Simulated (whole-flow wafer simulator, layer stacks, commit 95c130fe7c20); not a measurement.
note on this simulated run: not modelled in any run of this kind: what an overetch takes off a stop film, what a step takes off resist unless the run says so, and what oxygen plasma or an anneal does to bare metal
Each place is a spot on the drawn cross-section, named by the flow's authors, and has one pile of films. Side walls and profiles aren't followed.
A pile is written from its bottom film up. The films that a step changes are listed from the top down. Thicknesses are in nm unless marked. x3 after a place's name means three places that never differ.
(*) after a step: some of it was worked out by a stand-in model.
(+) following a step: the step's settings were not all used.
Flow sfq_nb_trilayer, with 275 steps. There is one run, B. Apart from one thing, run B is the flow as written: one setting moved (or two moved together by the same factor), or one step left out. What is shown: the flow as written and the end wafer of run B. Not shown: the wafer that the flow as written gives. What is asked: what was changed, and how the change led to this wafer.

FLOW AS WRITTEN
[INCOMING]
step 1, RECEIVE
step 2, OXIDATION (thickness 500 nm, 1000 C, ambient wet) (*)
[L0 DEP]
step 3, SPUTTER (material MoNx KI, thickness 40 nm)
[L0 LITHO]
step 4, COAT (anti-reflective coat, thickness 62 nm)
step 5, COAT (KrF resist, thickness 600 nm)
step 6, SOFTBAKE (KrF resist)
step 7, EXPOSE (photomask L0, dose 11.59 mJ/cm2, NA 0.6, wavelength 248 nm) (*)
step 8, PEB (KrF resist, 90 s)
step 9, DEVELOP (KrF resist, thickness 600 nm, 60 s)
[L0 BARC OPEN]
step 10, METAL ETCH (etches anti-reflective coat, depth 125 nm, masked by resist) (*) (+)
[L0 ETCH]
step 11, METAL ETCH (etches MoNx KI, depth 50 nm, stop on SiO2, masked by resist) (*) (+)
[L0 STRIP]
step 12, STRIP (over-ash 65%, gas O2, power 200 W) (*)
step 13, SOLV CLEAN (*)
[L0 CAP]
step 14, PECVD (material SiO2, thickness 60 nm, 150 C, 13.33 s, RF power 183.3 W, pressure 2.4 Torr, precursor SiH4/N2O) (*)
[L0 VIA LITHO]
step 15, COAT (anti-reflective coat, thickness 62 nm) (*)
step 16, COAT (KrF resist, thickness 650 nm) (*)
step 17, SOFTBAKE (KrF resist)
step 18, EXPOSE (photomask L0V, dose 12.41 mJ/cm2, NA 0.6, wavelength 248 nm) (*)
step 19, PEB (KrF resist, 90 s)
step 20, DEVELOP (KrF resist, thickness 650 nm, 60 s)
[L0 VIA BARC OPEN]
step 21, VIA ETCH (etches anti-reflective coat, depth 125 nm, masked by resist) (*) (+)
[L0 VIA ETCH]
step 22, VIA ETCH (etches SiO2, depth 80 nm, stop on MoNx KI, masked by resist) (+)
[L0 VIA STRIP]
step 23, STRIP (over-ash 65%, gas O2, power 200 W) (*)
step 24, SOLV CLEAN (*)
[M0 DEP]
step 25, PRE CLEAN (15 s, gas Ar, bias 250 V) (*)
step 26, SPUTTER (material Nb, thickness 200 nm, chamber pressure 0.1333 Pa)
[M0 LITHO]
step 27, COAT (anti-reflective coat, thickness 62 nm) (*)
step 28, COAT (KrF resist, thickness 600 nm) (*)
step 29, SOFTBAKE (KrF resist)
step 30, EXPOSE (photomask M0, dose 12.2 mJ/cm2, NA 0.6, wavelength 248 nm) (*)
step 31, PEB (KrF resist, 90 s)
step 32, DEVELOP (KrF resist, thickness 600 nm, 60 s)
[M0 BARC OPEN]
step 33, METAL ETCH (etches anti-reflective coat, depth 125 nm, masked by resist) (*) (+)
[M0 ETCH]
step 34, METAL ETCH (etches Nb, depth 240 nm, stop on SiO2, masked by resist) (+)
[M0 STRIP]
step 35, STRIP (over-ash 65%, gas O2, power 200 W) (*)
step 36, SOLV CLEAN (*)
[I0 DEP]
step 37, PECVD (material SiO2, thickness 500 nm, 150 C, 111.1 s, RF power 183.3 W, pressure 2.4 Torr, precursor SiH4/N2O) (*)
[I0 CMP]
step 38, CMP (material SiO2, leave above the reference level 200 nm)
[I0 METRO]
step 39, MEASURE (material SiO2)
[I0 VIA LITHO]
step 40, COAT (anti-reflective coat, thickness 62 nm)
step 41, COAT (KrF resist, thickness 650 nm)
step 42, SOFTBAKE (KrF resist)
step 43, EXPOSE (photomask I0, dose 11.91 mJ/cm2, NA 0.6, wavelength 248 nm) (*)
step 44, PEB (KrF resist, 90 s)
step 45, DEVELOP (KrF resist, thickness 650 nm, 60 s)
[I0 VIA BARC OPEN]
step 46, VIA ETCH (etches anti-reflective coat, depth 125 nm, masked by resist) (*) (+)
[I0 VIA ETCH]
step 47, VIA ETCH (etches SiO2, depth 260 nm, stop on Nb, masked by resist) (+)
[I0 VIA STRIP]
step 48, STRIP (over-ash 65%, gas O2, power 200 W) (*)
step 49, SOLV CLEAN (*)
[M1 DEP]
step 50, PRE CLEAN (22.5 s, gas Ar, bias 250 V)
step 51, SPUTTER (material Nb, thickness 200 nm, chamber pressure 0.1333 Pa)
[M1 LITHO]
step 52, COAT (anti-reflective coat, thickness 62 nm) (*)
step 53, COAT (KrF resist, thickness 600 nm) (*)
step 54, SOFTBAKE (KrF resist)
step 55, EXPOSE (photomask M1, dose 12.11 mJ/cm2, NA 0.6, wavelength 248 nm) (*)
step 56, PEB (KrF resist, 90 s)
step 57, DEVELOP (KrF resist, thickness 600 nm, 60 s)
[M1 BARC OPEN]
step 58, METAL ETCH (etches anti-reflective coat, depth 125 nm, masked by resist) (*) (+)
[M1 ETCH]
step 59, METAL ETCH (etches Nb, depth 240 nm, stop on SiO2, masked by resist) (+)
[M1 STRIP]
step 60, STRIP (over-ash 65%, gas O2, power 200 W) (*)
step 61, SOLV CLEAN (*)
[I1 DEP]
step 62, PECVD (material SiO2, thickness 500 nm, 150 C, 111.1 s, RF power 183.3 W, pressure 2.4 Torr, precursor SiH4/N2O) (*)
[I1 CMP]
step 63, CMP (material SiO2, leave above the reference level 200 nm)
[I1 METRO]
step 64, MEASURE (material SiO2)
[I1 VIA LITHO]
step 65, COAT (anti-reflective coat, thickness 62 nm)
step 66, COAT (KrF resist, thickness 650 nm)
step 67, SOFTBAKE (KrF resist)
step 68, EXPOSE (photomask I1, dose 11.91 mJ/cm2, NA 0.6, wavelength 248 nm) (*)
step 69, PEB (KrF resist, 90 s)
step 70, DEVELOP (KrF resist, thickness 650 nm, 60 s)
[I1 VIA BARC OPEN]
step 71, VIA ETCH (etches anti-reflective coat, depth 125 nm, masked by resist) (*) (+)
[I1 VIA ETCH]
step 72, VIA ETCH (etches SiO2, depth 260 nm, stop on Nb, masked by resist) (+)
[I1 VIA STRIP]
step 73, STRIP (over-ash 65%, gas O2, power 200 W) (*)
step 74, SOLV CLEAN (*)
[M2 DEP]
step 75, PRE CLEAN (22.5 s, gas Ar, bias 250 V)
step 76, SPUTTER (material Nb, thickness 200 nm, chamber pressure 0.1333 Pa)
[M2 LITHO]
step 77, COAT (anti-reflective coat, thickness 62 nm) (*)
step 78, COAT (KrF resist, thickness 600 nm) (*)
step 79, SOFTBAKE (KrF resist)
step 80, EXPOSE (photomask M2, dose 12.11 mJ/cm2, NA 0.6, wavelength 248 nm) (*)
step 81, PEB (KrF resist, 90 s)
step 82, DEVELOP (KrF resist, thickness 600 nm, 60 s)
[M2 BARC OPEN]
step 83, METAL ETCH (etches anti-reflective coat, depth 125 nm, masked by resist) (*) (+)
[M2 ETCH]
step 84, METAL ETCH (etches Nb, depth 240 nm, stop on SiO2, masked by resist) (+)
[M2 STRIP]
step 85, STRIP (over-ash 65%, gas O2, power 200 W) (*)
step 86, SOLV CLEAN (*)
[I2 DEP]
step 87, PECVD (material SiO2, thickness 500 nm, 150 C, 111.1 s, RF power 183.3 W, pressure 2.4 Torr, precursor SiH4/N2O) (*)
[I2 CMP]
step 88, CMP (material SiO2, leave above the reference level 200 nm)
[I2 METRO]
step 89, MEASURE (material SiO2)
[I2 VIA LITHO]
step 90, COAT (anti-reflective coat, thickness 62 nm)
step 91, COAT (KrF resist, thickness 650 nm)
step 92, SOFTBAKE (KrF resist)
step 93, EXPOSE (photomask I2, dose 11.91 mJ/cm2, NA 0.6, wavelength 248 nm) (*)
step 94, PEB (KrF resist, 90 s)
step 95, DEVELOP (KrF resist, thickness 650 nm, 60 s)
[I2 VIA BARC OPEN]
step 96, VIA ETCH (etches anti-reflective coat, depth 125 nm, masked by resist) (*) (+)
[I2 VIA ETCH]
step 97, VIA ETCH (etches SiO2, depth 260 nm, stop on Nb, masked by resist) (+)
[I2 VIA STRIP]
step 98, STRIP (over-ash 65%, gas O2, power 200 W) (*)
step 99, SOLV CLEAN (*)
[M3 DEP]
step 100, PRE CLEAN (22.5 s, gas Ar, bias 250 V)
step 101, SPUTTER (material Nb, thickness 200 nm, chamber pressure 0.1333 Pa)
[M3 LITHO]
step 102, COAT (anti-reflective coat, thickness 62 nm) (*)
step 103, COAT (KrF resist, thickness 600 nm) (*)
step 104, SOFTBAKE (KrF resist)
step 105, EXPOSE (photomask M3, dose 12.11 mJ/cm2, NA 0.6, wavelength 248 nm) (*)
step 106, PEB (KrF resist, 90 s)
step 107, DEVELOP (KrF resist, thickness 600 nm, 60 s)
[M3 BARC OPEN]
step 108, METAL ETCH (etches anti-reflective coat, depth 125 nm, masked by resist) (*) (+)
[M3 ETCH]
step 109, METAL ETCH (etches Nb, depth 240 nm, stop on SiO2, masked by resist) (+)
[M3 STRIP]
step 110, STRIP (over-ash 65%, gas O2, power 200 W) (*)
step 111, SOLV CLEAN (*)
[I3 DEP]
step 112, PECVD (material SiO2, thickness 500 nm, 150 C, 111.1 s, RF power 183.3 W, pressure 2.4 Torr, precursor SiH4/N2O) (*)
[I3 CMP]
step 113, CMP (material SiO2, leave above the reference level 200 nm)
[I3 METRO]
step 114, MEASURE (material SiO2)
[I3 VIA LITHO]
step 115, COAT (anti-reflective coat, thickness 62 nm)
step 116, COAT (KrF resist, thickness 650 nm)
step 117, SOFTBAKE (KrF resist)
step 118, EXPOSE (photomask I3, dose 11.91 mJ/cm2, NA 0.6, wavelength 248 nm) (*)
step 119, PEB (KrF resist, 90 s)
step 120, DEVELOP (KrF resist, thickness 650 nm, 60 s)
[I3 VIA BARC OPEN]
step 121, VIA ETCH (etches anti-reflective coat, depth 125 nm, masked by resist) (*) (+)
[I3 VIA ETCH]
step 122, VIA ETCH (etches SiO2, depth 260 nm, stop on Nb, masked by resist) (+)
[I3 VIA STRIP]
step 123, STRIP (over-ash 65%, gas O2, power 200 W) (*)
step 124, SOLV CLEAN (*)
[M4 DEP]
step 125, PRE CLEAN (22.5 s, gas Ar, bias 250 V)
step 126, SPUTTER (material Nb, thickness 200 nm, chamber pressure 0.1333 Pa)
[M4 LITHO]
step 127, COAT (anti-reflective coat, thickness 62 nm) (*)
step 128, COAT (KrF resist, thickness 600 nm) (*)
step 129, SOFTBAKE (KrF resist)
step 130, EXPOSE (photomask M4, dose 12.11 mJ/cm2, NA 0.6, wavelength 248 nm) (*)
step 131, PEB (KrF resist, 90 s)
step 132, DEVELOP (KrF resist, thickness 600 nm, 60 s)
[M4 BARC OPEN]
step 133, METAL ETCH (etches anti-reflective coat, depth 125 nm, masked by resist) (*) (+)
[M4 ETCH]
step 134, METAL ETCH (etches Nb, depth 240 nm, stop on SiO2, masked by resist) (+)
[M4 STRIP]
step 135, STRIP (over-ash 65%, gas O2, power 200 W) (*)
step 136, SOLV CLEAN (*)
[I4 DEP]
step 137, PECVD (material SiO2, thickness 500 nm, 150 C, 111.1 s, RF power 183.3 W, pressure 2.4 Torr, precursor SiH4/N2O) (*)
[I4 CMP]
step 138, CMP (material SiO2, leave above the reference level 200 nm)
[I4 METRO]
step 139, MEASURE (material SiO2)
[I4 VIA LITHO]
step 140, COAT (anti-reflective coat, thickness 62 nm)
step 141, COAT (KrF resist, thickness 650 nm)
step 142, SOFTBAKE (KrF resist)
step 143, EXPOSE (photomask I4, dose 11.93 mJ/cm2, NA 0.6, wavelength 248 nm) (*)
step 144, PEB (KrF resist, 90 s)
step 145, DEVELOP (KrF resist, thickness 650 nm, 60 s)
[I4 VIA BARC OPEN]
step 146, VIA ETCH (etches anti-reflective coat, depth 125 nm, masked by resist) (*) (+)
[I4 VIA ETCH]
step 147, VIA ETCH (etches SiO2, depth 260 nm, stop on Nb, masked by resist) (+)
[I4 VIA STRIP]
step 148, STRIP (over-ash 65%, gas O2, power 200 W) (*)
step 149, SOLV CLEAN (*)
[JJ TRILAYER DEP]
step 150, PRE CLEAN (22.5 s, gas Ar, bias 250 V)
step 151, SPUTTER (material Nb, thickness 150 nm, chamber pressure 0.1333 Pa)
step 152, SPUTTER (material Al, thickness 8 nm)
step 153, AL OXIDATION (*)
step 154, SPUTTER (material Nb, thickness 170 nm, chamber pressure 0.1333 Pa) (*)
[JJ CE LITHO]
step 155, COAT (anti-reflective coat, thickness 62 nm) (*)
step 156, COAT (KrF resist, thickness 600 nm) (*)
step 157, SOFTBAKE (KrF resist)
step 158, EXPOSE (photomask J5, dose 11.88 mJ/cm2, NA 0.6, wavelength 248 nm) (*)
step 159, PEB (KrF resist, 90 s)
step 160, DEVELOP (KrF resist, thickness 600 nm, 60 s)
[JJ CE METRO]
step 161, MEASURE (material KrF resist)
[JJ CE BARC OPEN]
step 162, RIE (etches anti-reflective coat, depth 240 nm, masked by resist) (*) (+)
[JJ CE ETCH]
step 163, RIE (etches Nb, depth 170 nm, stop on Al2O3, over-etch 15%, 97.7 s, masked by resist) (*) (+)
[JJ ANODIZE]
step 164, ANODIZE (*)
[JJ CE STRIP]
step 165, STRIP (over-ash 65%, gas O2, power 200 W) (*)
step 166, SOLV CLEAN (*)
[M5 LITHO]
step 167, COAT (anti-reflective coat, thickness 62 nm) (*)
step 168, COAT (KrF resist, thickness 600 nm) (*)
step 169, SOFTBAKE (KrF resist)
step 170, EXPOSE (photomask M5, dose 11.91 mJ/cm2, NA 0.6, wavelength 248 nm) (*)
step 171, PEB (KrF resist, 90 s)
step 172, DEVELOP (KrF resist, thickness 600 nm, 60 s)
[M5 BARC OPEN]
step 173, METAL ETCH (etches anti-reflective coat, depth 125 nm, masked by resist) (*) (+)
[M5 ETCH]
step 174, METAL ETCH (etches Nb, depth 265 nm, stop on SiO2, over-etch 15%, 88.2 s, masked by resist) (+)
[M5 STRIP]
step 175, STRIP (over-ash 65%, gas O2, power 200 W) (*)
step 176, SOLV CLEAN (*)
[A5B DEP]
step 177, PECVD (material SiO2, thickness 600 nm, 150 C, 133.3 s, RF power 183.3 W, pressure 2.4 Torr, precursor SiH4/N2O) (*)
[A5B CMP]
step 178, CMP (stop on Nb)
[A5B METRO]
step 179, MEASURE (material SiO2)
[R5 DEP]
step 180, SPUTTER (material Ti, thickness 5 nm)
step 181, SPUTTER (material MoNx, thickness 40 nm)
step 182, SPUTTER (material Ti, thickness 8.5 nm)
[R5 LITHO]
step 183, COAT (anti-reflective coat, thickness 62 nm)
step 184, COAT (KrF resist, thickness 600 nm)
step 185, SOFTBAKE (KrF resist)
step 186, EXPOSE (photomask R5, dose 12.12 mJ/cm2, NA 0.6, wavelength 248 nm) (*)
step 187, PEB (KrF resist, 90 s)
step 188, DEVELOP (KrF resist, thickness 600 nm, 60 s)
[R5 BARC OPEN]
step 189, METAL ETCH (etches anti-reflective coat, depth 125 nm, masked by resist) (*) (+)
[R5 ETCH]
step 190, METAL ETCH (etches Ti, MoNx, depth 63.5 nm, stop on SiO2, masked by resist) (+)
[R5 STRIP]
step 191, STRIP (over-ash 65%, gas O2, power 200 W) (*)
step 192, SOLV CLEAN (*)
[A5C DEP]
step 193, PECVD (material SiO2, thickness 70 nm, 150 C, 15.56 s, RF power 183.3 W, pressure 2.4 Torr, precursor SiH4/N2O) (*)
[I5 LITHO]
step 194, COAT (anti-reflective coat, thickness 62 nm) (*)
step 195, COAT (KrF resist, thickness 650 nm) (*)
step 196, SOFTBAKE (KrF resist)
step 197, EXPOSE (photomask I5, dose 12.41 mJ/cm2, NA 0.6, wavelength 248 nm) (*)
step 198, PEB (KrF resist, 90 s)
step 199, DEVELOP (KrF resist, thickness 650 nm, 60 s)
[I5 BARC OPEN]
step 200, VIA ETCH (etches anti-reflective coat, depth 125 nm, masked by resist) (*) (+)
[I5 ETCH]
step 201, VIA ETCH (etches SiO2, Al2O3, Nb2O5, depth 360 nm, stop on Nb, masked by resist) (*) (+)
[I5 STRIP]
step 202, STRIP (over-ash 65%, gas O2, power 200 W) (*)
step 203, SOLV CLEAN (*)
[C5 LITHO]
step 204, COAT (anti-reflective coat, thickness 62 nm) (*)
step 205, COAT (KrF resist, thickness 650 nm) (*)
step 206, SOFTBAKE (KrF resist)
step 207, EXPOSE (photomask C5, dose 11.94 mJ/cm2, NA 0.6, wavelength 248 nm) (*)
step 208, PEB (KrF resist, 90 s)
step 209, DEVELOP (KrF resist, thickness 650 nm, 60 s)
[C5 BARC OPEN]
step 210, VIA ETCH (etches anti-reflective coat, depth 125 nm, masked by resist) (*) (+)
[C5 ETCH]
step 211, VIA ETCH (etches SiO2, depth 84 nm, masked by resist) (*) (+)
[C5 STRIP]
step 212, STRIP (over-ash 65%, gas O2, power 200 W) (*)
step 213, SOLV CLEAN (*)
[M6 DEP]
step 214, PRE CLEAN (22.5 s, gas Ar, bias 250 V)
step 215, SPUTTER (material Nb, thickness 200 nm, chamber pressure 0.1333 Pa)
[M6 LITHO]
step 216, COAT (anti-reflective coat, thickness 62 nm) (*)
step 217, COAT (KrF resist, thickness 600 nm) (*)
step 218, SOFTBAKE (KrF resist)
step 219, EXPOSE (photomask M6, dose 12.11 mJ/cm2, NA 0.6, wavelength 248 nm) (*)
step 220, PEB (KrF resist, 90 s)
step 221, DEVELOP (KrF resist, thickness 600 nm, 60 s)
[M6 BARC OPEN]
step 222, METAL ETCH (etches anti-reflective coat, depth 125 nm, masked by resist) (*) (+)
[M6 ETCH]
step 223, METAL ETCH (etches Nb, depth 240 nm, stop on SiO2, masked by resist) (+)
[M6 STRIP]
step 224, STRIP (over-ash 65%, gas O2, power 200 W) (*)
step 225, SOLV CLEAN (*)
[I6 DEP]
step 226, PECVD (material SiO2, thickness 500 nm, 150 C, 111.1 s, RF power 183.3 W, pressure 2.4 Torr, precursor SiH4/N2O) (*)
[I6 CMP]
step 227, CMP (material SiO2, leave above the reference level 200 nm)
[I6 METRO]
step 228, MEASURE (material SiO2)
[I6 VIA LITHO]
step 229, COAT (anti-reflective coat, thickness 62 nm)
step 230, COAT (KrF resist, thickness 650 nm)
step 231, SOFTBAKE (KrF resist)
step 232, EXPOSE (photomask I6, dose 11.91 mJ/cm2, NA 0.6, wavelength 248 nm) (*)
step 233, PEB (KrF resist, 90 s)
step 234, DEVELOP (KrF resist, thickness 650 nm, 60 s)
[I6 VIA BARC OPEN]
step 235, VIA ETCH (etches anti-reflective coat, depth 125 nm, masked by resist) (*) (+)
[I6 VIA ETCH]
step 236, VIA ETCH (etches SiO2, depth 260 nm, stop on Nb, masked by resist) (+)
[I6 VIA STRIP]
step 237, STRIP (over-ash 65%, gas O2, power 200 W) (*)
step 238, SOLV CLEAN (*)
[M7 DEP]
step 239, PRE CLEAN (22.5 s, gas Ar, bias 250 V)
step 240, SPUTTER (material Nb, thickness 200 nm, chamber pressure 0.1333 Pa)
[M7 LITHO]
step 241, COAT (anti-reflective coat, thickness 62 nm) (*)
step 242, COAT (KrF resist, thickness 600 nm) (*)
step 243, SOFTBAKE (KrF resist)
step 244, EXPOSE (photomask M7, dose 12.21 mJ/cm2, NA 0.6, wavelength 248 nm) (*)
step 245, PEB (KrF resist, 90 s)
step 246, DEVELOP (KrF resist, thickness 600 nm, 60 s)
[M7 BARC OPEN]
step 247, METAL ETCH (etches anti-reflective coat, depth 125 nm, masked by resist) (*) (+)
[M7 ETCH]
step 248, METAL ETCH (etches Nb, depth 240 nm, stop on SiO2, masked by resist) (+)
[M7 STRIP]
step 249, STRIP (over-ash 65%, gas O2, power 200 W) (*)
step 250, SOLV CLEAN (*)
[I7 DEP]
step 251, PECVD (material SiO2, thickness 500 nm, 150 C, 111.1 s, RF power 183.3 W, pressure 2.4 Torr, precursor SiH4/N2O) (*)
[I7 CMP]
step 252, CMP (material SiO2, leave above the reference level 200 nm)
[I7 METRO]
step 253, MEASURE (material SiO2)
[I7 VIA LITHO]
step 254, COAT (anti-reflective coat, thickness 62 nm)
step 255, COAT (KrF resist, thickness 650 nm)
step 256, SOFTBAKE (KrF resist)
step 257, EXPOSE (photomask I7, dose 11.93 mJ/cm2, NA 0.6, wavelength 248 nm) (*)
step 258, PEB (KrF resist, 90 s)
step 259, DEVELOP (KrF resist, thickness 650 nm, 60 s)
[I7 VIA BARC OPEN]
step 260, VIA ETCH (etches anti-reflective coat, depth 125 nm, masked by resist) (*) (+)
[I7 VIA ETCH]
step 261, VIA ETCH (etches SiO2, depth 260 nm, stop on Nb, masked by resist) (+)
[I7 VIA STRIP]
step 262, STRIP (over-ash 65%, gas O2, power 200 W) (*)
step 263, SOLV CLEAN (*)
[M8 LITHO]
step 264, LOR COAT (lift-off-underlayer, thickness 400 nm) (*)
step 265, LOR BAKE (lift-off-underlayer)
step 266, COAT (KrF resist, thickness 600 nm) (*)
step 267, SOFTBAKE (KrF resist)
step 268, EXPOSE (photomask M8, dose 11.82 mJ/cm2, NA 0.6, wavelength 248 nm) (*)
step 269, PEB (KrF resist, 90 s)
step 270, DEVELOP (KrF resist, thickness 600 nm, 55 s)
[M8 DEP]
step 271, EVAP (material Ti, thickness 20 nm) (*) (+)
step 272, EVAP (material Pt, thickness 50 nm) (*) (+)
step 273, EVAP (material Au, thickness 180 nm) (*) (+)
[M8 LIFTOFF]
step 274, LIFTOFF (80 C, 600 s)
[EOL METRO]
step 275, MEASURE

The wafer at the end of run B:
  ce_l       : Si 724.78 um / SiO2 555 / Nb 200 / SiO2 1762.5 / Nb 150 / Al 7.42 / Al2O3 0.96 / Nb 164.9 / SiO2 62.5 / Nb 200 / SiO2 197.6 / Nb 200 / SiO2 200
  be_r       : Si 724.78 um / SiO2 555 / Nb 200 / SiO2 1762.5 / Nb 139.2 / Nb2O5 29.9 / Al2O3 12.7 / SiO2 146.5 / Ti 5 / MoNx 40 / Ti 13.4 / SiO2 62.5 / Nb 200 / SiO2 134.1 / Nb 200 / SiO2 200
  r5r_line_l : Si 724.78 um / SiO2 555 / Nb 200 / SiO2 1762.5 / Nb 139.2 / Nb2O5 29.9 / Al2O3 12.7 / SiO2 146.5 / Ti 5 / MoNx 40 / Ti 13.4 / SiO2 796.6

Cause: step 182, SPUTTER: thickness 13.4 nm was run, though the flow has thickness 8.5 nm.
The wafer lets one read it off: be_r has Ti 13.4, and step 182 as written asks for 8.5 nm.

How this came from the change, step by step:
  step 182, SPUTTER (material Ti, thickness 8.5 nm)
      field_l, v_sur, via_wl and 103 more: Ti gains 13.4 (new film) (as written it would have been: Ti gains 8.5 (new film))
  step 190, METAL ETCH (etches Ti, MoNx, depth 63.5 nm, stop on SiO2, masked by resist) (+)
      field_l, v_sur, via_wl and 92 more: Ti loses 13.4 (all of it), MoNx loses 40 (all of it), Ti loses 5 (all of it) (as written it would have been: Ti loses 8.5 (all of it), MoNx loses 40 (all of it), Ti loses 5 (all of it))
      ce_l, c5j, ce_r, wl_jj: Ti loses 13.4 (all of it), MoNx loses 40 (all of it), Ti loses 5 (all of it), Nb loses 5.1 (as written it would have been: Ti loses 8.5 (all of it), MoNx loses 40 (all of it), Ti loses 5 (all of it), Nb loses 10)
  step 194, COAT (anti-reflective coat, thickness 62 nm) (*)
      r5r_spacepad_l, r5r_spacepad_r: anti-reflective coat gains 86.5 (new film) (as written it would have been: anti-reflective coat gains 84.4 (new film))
      ce_l: anti-reflective coat gains 65 (new film) (as written it would have been: anti-reflective coat gains 67.2 (new film))
      (as well as at 4 more places)
  step 202, STRIP (over-ash 65%, gas O2, power 200 W) (*)
      r5r_spacepad_l, r5r_spacepad_r: KrF resist loses 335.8 (all of it), anti-reflective coat loses 86.5 (all of it) (as written it would have been: KrF resist loses 335.6 (all of it), anti-reflective coat loses 84.4 (all of it))
      ce_l: KrF resist loses 340.2 (all of it), anti-reflective coat loses 65 (all of it) (as written it would have been: KrF resist loses 341.5 (all of it), anti-reflective coat loses 67.2 (all of it))
      (as well as at 4 more places)
  step 204, COAT (anti-reflective coat, thickness 62 nm) (*)
      r5r_spacepad_l, r5r_spacepad_r: anti-reflective coat gains 86.5 (new film) (as written it would have been: anti-reflective coat gains 84.4 (new film))
      ce_l: anti-reflective coat gains 63.8 (new film) (as written it would have been: anti-reflective coat gains 66 (new film))
      (as well as at 4 more places)
  step 210, VIA ETCH (etches anti-reflective coat, depth 125 nm, masked by resist) (*) (+)
      c5j: anti-reflective coat loses 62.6 (all of it), SiO2 loses 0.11 (as written it would have been: anti-reflective coat loses 63.9 (all of it), SiO2 loses 0.11)
  step 212, STRIP (over-ash 65%, gas O2, power 200 W) (*)
      r5r_spacepad_l, r5r_spacepad_r: KrF resist loses 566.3 (all of it), anti-reflective coat loses 86.5 (all of it) (as written it would have been: KrF resist loses 565.8 (all of it), anti-reflective coat loses 84.4 (all of it))
      ce_l: KrF resist loses 566.5 (all of it), anti-reflective coat loses 63.8 (all of it) (as written it would have been: KrF resist loses 567.4 (all of it), anti-reflective coat loses 66 (all of it))
      (as well as at 3 more places)
  step 216, COAT (anti-reflective coat, thickness 62 nm) (*)
      r5r_spacepad_l, r5r_spacepad_r: anti-reflective coat gains 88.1 (new film) (as written it would have been: anti-reflective coat gains 85.7 (new film))
      jj_sur: anti-reflective coat gains 57.5 (new film) (as written it would have been: anti-reflective coat gains 56.1 (new film))
      (as well as at 4 more places)
  step 222, METAL ETCH (etches anti-reflective coat, depth 125 nm, masked by resist) (*) (+)
      r5r_spacepad_l, r5r_spacepad_r: anti-reflective coat loses 88.1 (all of it) (as written it would have been: anti-reflective coat loses 85.7 (all of it))
  step 224, STRIP (over-ash 65%, gas O2, power 200 W) (*)
      jj_sur: KrF resist loses 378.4 (all of it), anti-reflective coat loses 57.5 (all of it) (as written it would have been: KrF resist loses 378.5 (all of it), anti-reflective coat loses 56.1 (all of it))
      ce_l: KrF resist loses 395.2 (all of it), anti-reflective coat loses 46.5 (all of it) (as written it would have been: KrF resist loses 397.1 (all of it), anti-reflective coat loses 48 (all of it))
      (as well as at 3 more places)
  step 227, CMP (material SiO2, leave above the reference level 200 nm)
      r5r_line_l, r5r_spacepad_l, r5r_spacepad_r, r5r_line_c, r5r_line_r: SiO2 loses 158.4 (as written it would have been: SiO2 loses 153.5)
      c5j: SiO2 loses 227.9 (as written it would have been: SiO2 loses 223)
